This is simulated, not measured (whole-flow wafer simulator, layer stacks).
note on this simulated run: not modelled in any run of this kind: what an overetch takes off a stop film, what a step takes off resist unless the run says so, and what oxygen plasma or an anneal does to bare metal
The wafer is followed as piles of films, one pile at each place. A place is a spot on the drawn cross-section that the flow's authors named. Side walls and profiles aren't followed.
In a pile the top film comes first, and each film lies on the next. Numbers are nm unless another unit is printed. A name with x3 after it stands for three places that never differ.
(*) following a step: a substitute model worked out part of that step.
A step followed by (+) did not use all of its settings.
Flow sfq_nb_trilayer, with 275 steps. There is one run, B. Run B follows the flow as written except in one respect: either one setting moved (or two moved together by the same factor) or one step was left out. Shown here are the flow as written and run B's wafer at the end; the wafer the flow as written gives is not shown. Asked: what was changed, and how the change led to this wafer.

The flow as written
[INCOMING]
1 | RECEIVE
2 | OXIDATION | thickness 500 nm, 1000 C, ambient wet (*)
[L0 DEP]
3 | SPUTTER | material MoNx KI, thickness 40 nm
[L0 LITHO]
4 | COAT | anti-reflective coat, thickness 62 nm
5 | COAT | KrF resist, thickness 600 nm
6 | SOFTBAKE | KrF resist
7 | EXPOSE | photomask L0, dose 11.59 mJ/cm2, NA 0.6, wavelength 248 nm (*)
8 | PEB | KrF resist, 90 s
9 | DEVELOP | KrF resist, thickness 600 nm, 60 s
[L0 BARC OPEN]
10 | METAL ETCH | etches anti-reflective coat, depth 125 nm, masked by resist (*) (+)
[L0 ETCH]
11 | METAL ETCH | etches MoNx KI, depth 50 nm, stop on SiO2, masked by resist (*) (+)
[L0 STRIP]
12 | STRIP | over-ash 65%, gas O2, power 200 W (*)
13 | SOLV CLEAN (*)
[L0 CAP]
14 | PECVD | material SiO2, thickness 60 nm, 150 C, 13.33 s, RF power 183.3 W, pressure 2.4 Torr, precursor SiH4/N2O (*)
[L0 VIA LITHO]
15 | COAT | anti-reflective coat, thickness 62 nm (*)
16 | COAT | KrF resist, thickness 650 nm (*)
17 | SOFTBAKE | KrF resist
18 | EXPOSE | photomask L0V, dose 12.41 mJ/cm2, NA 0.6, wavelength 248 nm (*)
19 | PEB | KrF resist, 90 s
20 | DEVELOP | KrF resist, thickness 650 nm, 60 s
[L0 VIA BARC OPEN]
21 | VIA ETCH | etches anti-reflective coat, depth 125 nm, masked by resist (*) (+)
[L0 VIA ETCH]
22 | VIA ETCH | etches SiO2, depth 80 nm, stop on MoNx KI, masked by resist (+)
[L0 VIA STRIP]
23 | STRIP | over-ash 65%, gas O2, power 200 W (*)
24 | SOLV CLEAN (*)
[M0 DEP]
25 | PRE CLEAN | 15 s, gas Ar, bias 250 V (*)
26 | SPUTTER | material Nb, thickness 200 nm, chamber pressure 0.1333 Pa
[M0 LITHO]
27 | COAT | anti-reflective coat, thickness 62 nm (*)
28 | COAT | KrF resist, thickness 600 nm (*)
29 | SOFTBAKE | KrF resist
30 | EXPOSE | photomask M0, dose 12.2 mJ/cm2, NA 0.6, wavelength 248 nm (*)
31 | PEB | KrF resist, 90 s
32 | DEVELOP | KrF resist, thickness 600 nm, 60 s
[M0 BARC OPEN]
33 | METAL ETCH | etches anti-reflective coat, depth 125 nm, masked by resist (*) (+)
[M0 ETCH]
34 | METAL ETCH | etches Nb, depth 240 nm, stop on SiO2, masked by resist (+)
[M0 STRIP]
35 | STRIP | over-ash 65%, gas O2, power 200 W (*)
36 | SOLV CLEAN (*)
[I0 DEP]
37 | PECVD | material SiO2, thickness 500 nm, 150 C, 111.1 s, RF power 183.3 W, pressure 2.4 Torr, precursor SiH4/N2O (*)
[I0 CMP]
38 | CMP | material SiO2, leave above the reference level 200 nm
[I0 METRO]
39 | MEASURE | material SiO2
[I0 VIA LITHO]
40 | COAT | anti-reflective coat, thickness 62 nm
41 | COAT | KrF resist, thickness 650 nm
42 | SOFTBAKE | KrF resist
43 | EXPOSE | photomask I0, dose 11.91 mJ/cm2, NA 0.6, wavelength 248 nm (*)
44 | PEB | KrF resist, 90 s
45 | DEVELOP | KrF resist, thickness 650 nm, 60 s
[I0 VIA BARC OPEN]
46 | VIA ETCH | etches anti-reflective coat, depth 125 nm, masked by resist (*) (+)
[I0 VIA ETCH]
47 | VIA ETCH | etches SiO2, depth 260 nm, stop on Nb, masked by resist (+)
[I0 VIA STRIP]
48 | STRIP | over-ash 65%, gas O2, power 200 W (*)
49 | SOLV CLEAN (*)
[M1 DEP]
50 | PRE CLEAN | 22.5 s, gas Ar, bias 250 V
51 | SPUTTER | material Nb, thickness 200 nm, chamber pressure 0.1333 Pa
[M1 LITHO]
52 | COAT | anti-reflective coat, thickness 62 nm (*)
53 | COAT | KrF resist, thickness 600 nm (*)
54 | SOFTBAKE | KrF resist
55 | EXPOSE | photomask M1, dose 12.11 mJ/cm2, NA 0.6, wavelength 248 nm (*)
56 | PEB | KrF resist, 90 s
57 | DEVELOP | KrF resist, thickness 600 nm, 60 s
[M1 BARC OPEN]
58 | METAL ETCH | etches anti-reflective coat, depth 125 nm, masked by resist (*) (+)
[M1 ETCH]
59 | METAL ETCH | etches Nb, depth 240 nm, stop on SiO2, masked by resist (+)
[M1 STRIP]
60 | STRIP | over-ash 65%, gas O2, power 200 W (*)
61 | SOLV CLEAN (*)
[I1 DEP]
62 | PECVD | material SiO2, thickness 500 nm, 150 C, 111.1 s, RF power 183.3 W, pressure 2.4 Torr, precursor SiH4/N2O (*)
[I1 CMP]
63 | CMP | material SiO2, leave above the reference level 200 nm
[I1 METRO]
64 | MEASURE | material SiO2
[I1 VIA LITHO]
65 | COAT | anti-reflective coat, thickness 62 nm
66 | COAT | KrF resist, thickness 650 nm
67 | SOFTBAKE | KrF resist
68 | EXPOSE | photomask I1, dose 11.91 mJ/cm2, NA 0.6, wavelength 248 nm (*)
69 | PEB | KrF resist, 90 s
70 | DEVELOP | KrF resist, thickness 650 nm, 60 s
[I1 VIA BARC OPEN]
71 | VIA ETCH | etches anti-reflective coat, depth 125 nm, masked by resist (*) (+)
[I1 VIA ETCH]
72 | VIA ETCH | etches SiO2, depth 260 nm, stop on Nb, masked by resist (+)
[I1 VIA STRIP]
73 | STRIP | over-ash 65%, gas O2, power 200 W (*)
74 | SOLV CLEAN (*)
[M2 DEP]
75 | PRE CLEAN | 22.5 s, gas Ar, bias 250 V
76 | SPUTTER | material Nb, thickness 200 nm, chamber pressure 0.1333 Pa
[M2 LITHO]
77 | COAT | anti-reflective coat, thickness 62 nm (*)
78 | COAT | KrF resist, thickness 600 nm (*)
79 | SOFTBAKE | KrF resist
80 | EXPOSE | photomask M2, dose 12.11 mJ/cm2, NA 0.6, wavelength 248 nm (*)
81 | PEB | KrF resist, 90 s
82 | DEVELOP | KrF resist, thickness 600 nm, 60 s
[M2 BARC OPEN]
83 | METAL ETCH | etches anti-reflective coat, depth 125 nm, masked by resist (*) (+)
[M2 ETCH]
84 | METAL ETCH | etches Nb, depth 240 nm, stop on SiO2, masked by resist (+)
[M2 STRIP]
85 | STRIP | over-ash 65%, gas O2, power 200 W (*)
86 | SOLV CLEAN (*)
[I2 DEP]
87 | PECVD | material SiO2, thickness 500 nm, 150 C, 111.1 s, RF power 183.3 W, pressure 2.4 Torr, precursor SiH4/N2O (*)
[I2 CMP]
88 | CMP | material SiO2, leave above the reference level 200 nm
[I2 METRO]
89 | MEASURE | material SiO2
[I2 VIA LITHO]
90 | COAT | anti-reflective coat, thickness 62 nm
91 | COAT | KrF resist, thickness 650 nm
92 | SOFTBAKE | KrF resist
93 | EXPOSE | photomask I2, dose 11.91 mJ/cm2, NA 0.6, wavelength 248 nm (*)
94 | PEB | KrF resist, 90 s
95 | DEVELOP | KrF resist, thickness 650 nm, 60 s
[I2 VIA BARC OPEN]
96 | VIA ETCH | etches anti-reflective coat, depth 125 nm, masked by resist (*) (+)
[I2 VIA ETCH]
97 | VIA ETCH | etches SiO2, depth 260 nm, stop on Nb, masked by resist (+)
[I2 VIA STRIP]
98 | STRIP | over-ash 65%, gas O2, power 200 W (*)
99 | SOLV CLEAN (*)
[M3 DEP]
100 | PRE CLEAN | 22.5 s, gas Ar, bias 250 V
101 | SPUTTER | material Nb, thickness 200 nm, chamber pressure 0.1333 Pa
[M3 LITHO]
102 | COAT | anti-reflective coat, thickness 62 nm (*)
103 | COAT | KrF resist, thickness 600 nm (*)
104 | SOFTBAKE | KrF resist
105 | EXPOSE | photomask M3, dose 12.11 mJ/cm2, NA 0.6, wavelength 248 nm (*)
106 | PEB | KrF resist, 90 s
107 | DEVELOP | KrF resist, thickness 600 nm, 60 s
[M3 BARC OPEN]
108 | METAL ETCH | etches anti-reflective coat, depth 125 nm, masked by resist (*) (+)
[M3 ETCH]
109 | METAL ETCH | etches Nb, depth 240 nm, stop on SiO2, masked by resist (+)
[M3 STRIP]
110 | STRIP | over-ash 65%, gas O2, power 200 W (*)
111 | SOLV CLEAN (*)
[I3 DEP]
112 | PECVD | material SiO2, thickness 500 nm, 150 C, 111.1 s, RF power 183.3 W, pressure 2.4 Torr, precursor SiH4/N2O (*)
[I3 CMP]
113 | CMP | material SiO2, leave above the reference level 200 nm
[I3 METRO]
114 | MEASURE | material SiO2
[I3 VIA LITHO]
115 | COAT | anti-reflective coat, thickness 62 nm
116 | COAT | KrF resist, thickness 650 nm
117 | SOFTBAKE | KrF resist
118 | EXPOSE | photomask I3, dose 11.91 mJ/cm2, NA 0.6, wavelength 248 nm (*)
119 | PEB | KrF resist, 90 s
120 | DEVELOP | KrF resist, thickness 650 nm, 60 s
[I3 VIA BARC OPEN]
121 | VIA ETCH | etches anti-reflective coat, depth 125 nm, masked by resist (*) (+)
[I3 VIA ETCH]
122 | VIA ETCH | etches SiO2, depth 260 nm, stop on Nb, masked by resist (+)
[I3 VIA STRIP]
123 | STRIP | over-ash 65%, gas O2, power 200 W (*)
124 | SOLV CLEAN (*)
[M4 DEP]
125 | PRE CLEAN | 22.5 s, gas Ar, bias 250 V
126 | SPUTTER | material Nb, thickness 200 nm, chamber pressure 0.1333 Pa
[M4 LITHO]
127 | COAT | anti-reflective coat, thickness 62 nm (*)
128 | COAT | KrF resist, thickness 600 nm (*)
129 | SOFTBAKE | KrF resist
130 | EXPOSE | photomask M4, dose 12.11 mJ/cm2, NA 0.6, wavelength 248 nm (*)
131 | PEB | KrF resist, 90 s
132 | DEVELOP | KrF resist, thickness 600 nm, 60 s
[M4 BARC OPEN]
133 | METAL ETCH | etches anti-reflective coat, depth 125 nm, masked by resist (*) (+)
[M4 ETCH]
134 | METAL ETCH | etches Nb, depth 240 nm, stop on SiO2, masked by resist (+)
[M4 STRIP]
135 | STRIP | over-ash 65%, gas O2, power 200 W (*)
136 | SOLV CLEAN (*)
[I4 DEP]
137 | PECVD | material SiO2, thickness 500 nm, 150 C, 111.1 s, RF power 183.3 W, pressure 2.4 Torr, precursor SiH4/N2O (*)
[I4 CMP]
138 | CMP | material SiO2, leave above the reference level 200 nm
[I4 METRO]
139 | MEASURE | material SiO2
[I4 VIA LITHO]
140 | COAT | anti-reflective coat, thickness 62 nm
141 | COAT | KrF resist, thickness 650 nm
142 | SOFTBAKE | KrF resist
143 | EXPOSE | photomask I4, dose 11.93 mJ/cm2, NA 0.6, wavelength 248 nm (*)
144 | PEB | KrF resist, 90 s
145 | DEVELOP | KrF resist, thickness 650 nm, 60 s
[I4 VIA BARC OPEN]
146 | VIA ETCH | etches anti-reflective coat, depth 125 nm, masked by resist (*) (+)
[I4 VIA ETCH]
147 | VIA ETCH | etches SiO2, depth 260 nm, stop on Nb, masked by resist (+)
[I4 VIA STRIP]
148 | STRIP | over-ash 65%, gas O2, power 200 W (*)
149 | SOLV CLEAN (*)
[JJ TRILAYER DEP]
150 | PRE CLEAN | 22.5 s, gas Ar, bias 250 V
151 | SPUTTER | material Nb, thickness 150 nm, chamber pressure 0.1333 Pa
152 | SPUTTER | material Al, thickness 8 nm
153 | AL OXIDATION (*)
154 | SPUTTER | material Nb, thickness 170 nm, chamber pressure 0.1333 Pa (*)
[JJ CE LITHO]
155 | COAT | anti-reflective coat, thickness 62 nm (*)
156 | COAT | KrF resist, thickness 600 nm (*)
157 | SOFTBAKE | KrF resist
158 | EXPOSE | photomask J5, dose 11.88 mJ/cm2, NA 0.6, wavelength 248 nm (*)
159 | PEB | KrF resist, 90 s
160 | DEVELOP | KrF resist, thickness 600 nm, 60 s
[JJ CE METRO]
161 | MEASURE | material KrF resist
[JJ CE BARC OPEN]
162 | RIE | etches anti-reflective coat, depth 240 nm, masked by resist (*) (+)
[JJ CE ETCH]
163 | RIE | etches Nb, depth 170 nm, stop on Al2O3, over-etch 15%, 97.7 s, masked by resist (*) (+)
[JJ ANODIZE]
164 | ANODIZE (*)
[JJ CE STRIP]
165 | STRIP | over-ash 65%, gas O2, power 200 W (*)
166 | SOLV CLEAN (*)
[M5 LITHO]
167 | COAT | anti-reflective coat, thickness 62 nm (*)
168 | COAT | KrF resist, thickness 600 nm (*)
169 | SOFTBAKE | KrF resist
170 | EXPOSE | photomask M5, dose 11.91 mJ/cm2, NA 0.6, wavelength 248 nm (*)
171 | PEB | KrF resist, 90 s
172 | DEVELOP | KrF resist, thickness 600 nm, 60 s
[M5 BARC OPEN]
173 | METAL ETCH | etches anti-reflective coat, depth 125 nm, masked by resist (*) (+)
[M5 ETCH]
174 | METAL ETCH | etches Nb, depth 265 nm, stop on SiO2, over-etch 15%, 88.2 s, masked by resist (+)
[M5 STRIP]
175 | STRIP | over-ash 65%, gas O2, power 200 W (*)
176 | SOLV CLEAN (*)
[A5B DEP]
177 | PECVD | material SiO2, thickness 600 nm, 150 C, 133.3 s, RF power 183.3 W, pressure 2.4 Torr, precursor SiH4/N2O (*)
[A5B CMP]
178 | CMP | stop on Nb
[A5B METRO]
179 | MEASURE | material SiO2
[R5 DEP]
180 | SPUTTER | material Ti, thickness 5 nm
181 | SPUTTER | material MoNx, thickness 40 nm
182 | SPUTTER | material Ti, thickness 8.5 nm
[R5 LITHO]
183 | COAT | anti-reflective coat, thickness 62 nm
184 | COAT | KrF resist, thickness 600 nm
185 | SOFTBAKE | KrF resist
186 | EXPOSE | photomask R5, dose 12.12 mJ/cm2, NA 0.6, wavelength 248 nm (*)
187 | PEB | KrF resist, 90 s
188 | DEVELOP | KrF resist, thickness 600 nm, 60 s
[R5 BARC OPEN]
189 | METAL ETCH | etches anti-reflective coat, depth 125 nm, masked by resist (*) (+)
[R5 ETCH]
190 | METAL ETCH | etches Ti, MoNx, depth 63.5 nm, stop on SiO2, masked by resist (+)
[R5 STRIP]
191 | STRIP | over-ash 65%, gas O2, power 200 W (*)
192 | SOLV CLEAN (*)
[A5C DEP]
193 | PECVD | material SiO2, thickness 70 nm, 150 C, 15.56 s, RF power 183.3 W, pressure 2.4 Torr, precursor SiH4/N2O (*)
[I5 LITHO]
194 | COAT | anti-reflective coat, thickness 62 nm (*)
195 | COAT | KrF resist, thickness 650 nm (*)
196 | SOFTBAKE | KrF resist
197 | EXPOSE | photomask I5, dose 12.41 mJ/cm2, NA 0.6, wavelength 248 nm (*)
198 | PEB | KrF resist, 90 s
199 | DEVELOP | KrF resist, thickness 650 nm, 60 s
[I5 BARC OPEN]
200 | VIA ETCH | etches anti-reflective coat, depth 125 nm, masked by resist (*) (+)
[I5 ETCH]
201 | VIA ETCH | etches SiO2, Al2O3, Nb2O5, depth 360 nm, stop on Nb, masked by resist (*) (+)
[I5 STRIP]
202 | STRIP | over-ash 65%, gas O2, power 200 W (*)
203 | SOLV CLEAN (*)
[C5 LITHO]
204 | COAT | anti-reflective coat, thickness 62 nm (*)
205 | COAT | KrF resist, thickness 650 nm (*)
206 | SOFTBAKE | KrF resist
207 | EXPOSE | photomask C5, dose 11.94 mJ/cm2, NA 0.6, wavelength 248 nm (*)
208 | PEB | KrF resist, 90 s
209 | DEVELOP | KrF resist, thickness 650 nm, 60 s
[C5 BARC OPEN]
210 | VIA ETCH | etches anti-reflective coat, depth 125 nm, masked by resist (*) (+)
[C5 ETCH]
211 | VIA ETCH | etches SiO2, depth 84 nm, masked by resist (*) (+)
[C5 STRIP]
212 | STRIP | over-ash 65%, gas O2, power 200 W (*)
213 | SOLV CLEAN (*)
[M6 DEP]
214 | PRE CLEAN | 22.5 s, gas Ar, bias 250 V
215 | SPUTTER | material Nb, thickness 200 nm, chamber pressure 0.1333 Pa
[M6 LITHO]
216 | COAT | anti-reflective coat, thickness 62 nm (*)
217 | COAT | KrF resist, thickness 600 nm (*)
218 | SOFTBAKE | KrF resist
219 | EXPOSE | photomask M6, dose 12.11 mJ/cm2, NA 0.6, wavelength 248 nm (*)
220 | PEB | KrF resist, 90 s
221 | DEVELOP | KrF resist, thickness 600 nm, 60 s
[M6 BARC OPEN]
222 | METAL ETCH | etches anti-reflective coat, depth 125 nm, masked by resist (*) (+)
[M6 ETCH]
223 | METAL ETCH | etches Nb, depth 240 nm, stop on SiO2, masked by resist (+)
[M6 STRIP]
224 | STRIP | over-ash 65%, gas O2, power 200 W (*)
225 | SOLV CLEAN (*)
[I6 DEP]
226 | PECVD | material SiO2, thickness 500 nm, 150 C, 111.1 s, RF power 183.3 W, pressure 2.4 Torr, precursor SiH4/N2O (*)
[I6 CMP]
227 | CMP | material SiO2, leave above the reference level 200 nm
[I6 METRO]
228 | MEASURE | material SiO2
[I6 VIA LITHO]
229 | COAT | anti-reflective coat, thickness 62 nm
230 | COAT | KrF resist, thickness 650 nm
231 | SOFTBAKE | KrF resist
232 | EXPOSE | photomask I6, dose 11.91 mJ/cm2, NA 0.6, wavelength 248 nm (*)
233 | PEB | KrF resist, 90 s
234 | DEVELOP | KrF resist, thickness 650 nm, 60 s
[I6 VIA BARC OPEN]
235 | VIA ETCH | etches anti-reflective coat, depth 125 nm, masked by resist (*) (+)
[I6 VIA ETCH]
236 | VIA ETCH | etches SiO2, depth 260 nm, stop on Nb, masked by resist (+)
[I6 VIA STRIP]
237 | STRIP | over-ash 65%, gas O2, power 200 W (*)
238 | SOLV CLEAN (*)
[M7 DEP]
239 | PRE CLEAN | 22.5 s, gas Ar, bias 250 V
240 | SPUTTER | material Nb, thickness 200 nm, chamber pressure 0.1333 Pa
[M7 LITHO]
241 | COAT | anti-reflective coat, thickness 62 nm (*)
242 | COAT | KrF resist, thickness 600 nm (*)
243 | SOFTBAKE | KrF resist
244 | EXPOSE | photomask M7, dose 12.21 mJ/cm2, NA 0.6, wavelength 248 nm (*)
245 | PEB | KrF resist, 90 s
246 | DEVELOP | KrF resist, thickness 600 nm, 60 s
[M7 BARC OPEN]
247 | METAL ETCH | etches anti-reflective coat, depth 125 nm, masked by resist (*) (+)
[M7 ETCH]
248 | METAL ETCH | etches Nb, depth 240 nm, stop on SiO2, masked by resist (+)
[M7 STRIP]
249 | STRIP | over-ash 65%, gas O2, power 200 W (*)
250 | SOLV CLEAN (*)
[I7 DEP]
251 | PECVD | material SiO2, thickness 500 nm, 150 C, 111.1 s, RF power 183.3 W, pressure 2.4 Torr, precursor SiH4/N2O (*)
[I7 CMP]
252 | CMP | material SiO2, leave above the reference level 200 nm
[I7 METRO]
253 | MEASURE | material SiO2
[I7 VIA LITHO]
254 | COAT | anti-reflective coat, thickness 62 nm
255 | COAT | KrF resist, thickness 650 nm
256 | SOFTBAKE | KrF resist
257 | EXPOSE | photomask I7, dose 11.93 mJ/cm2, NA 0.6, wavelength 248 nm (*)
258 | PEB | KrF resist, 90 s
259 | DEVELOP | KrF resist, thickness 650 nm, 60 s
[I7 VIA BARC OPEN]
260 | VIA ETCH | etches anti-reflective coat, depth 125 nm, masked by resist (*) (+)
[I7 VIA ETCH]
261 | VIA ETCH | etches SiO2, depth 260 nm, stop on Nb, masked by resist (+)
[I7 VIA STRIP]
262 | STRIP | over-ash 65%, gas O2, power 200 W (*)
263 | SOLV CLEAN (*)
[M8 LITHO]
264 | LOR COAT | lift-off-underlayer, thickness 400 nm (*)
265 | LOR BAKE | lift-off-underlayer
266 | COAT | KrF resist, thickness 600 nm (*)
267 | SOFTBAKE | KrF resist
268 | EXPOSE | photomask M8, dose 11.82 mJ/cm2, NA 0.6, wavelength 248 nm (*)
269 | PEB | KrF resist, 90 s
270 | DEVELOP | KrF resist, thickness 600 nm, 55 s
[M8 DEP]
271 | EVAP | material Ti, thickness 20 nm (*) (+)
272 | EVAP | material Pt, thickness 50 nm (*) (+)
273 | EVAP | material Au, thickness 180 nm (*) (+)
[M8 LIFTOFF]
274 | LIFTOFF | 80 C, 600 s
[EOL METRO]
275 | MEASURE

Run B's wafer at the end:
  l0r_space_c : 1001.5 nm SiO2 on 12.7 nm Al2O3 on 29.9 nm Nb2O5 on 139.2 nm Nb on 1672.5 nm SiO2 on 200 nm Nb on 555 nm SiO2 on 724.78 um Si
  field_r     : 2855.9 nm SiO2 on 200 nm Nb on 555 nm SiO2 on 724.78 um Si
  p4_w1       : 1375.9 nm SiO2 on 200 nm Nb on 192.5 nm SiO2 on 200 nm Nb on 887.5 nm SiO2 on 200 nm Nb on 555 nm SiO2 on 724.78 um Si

The reason: step 63, CMP: leave above the reference level 110 nm was run, whereas the flow has leave above the reference level 200 nm.

The path from the change to this, step by step:
  63 | CMP | material SiO2, leave above the reference level 200 nm
      field_l, be, be_sur and 72 more: -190 SiO2 (it would be, as written: -100 SiO2)
      v_sur, via_wl, via_wr and 20 more: -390 SiO2 (it would be, as written: -300 SiO2)
      (and at 8 other places as well)
  72 | VIA ETCH | etches SiO2, depth 260 nm, stop on Nb, masked by resist (+)
      field_l, v_sur, via_wl and 102 more: -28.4 KrF resist (it would be, as written: -44.8 KrF resist)
      via_v: -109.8 SiO2 (all of it) (it would be, as written: -199.8 SiO2 (all of it))
  73 | STRIP | over-ash 65%, gas O2, power 200 W (*)
      field_l, v_sur, via_wl and 102 more: -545 KrF resist (all of it), -62 anti-reflective coat (all of it) (it would be, as written: -528.6 KrF resist (all of it), -62 anti-reflective coat (all of it))
  76 | SPUTTER | material Nb, thickness 200 nm, chamber pressure 0.1333 Pa
      via_v: +192.5 Nb (it would be, as written: +174.5 Nb)
  77 | COAT | anti-reflective coat, thickness 62 nm (*)
      via_sp: +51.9 anti-reflective coat (new film) (it would be, as written: +53.2 anti-reflective coat (new film))
      via_v: +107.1 anti-reflective coat (new film) (it would be, as written: +123.1 anti-reflective coat (new film))
      (and at 1 other place as well)
  78 | COAT | KrF resist, thickness 600 nm (*)
      via_v: +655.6 KrF resist (new film) (it would be, as written: +733.7 KrF resist (new film))
  85 | STRIP | over-ash 65%, gas O2, power 200 W (*)
      via_sp: -382.6 KrF resist (all of it), -51.9 anti-reflective coat (all of it) (it would be, as written: -374.4 KrF resist (all of it), -53.2 anti-reflective coat (all of it))
      via_v: -437.9 KrF resist (all of it), -107.1 anti-reflective coat (all of it) (it would be, as written: -515.8 KrF resist (all of it), -123.1 anti-reflective coat (all of it))
      (and at 1 other place as well)
  87 | PECVD | material SiO2, thickness 500 nm, 150 C, 111.1 s, RF power 183.3 W, pressure 2.4 Torr, precursor SiH4/N2O (*)
      via_v: +500 SiO2 (new film) (it would be, as written: +606 SiO2 (new film))
